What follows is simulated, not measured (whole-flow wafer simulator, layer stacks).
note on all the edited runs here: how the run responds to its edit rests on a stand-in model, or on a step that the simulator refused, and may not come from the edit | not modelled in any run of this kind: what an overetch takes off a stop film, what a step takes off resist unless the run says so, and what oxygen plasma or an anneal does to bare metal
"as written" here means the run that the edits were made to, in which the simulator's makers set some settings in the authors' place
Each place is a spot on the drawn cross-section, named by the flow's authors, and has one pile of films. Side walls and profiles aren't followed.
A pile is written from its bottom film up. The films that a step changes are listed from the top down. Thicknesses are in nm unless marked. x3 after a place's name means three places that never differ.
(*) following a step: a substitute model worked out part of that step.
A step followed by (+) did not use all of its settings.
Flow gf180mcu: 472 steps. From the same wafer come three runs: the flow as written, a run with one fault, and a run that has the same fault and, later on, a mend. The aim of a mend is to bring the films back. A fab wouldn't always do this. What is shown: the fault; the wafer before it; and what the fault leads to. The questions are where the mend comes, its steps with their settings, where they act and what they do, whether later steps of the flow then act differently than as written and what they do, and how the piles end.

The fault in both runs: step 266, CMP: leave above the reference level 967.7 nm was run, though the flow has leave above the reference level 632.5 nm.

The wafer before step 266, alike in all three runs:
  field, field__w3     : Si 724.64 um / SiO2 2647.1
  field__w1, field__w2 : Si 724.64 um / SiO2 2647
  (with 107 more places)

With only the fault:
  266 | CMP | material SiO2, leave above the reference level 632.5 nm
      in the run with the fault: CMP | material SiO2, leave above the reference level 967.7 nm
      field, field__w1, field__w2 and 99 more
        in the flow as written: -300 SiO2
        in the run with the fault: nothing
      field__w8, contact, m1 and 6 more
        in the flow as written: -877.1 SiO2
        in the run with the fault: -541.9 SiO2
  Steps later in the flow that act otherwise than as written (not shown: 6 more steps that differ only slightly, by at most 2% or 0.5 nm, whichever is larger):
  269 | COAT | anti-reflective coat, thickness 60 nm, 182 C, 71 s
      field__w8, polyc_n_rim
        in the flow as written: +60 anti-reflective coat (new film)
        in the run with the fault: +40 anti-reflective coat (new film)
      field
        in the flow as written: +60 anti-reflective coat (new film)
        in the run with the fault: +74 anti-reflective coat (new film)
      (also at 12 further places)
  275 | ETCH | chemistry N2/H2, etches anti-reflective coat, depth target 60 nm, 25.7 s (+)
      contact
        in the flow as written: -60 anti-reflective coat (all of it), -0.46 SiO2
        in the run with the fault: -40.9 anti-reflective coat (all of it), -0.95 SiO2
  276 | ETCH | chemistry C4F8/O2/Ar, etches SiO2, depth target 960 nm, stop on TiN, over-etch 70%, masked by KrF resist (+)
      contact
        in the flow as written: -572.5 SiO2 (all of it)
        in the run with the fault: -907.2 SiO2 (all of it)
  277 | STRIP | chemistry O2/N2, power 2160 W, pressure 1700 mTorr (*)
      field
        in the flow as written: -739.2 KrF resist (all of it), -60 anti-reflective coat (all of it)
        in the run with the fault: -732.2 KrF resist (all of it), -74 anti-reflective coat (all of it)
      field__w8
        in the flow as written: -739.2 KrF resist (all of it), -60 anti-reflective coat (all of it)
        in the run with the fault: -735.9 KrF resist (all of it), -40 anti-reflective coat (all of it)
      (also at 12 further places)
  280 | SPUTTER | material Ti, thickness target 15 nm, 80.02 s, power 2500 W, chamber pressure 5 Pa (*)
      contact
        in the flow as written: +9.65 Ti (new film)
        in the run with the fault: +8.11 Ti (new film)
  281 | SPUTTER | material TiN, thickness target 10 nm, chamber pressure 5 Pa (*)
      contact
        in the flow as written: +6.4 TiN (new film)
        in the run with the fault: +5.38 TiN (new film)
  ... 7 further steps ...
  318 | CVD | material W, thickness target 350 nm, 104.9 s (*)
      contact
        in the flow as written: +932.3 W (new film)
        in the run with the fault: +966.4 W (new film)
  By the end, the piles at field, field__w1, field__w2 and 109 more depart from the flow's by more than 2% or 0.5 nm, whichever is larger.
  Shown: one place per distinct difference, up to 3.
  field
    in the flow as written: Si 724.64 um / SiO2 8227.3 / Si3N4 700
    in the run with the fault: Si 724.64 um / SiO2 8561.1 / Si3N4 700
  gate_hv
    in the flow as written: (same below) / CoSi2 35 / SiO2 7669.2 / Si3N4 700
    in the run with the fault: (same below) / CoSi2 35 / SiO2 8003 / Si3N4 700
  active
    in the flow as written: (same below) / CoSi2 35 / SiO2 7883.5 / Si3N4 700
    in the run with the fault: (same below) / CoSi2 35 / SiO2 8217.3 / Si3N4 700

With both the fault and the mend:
  The mend follows step 274.
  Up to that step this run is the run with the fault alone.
  274a | STRIP | chemistry O2/N2, power 2160 W, pressure 1700 mTorr (*)
      iso_ptap_pw, iso_ntap_nw, iso_nw_fld and 33 more
        -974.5 KrF resist (all of it), -60 anti-reflective coat (all of it)
      field_sub, field_sub__w1, field_sub__w2 and 15 more
        -974.8 KrF resist (all of it), -60.1 anti-reflective coat (all of it)
      field__w2, field__w3, field__w6 and 12 more
        -974.9 KrF resist (all of it), -60.1 anti-reflective coat (all of it)
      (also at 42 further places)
  274b | CMP | material SiO2, leave above the reference level 632.5 nm (the flow's step 266, run once more)
      field, field__w1, field__w2 and 99 more
        -300 SiO2
      field__w8, contact, m1 and 6 more
        -335.2 SiO2
  274c | HMDS | 120 C, 60 s (the flow's step 268, run once more)
      does not change any film at any place that is followed
  274d | COAT | anti-reflective coat, thickness 60 nm, 182 C, 71 s (the flow's step 269, run once more)
      field, field__w1, field__w2 and 108 more
        +60 anti-reflective coat (new film)
  274e | COAT | KrF resist, thickness 1000 nm (the flow's step 270, run once more)
      field, field__w1, field__w2 and 108 more
        +1000 KrF resist (new film)
  274f | SOFTBAKE | KrF resist (the flow's step 271, run once more)
      does not change any film at any place that is followed
  274g | EXPOSE | photomask Via1 (the flow's step 272, run once more)
      does not change any film at any place that is followed
  274h | PEB | KrF resist, 135 C, 90 s (the flow's step 273, run once more)
      field, field__w1, field__w2 and 108 more
        -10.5 KrF resist
  274i | DEVELOP | KrF resist, thickness 1000 nm, 60 s (the flow's step 274, run once more)
      field, field__w1, field__w2 and 107 more
        -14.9 KrF resist
      contact
        -989.5 KrF resist (all of it)
  Later steps of the flow that are run all act as written at every place that is followed.
  At every place that both follow, the piles at the end match the flow's.
